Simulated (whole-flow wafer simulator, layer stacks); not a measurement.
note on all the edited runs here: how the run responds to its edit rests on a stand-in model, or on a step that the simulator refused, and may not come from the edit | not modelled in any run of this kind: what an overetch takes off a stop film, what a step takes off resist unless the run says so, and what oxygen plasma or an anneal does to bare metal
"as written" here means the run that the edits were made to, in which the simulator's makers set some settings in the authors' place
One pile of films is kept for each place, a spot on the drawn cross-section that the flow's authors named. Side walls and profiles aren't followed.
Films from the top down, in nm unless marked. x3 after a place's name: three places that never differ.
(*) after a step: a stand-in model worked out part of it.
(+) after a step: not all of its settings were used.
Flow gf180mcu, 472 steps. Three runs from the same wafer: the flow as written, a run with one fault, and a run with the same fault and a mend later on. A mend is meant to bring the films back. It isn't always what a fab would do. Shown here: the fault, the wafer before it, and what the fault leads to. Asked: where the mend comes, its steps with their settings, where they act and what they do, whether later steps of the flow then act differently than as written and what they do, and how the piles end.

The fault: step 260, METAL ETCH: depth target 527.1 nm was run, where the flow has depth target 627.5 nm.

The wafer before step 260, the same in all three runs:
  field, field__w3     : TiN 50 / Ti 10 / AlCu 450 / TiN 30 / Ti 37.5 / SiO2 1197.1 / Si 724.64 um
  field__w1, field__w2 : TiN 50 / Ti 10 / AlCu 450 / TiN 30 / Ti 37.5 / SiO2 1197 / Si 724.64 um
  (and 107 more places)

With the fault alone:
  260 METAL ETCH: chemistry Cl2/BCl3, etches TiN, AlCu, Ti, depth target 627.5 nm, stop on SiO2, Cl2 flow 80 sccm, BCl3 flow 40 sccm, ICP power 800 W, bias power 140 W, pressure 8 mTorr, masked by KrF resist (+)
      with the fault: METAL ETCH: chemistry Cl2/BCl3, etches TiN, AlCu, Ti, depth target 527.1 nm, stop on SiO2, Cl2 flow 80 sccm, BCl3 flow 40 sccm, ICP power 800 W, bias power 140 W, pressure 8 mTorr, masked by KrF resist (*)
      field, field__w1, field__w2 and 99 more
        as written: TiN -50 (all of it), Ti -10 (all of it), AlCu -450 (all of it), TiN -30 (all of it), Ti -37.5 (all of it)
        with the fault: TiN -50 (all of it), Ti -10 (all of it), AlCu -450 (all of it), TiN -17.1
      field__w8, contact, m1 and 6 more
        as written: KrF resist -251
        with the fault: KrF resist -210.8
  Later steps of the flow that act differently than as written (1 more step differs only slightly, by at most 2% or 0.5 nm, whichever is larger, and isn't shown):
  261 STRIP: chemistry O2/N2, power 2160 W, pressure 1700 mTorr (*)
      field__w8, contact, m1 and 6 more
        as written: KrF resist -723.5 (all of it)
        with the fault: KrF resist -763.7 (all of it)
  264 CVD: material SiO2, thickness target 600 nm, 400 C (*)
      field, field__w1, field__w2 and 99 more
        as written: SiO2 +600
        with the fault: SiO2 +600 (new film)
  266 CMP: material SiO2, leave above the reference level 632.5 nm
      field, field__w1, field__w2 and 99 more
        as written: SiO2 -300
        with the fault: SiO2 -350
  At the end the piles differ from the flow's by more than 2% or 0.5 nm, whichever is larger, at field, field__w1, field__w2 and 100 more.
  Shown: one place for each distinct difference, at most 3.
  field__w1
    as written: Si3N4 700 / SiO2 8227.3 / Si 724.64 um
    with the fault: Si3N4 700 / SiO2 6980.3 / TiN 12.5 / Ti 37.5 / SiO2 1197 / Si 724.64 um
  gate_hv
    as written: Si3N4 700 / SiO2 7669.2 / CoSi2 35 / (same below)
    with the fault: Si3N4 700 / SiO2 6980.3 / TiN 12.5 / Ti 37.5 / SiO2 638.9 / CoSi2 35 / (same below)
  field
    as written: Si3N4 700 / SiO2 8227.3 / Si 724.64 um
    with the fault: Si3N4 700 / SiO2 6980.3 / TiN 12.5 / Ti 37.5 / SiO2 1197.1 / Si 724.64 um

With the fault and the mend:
  The mend comes after step 260.
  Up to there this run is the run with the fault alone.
  260a METAL ETCH: chemistry Cl2/BCl3, etches TiN, AlCu, Ti, depth target 100.4 nm, stop on SiO2, Cl2 flow 80 sccm, BCl3 flow 40 sccm, ICP power 800 W, bias power 140 W, pressure 8 mTorr, masked by KrF resist (+) (the flow's step 260 once more, with other settings)
      field, field__w1, field__w2 and 99 more
        TiN -12.9 (all of it), Ti -37.5 (all of it)
      field__w8, contact, m1 and 6 more
        KrF resist -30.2
  No later step of the flow acts differently than as written, at any place that is followed, by more than 2% or 0.5 nm, whichever is larger.
  At the end the piles are the same as the flow's at every place that both follow.
